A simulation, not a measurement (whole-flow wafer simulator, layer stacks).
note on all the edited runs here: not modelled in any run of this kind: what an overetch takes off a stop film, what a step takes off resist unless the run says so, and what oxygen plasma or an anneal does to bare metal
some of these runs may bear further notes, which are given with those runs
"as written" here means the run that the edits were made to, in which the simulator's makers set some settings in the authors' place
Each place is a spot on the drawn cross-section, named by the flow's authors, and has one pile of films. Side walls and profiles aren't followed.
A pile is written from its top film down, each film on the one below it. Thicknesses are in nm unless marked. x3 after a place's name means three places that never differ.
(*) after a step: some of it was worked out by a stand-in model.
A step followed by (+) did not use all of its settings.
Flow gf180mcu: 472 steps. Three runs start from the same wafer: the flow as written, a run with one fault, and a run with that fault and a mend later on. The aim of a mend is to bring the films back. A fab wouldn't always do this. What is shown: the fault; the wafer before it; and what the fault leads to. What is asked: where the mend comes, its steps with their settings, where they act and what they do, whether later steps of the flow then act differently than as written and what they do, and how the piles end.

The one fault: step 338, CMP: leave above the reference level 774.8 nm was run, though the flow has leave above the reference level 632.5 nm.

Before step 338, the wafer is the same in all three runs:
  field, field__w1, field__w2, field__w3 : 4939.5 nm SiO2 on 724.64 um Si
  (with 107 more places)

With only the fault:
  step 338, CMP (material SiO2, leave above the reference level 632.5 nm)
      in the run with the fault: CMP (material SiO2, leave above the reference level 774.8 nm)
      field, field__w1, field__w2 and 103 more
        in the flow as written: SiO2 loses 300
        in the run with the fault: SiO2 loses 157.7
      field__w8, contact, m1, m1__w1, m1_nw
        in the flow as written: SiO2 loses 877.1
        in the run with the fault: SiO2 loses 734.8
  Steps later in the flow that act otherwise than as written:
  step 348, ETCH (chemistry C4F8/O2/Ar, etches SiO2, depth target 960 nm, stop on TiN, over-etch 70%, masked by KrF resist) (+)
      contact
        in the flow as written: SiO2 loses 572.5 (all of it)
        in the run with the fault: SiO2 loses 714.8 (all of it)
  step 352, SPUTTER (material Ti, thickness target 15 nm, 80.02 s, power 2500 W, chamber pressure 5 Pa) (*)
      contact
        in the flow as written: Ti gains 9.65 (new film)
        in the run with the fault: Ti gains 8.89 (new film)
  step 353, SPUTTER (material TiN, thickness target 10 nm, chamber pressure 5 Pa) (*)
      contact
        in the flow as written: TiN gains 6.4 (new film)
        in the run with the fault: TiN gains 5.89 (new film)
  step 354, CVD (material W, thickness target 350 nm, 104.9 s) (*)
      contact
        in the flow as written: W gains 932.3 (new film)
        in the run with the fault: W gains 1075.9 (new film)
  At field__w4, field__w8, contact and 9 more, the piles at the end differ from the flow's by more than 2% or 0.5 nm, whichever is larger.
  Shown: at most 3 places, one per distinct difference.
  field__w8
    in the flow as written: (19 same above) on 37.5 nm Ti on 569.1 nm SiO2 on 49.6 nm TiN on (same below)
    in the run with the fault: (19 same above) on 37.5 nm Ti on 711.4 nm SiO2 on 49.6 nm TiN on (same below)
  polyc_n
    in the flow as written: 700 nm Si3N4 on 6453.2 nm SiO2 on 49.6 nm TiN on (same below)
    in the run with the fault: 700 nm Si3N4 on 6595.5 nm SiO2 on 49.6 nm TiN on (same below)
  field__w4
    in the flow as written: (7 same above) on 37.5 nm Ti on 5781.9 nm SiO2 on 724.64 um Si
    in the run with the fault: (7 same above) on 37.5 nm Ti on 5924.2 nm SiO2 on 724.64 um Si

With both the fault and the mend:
  The mend follows step 346.
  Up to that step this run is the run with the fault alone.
  step 346a, STRIP (chemistry O2/N2, power 2160 W, pressure 1700 mTorr) (*)
      field, field__w1, field__w2 and 107 more
        KrF resist loses 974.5 (all of it), anti-reflective coat loses 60 (all of it)
      contact
        anti-reflective coat loses 60 (all of it)
  step 346b, CMP (material SiO2, leave above the reference level 632.5 nm) (the flow's step 338 again)
      field, field__w1, field__w2 and 108 more
        SiO2 loses 142.3
  step 346c, HMDS (120 C, 60 s) (the flow's step 340 again)
      alters no film at any place that is followed
  step 346d, COAT (anti-reflective coat, thickness 60 nm, 182 C, 71 s) (the flow's step 341 again)
      field, field__w1, field__w2 and 108 more
        anti-reflective coat gains 60 (new film)
  step 346e, COAT (KrF resist, thickness 1000 nm) (the flow's step 342 again)
      field, field__w1, field__w2 and 108 more
        KrF resist gains 1000 (new film)
  step 346f, SOFTBAKE (KrF resist) (the flow's step 343 again)
      alters no film at any place that is followed
  step 346g, EXPOSE (photomask Via3) (the flow's step 344 again)
      alters no film at any place that is followed
  step 346h, PEB (KrF resist, 135 C, 90 s) (the flow's step 345 again)
      field, field__w1, field__w2 and 108 more
        KrF resist loses 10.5
  step 346i, DEVELOP (KrF resist, thickness 1000 nm, 60 s) (the flow's step 346 again)
      field, field__w1, field__w2 and 107 more
        KrF resist loses 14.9
      contact
        KrF resist loses 989.5 (all of it)
  None of the later steps of the flow acts differently than as written at any place that is followed.
  At every place that both follow, the piles at the end match the flow's.
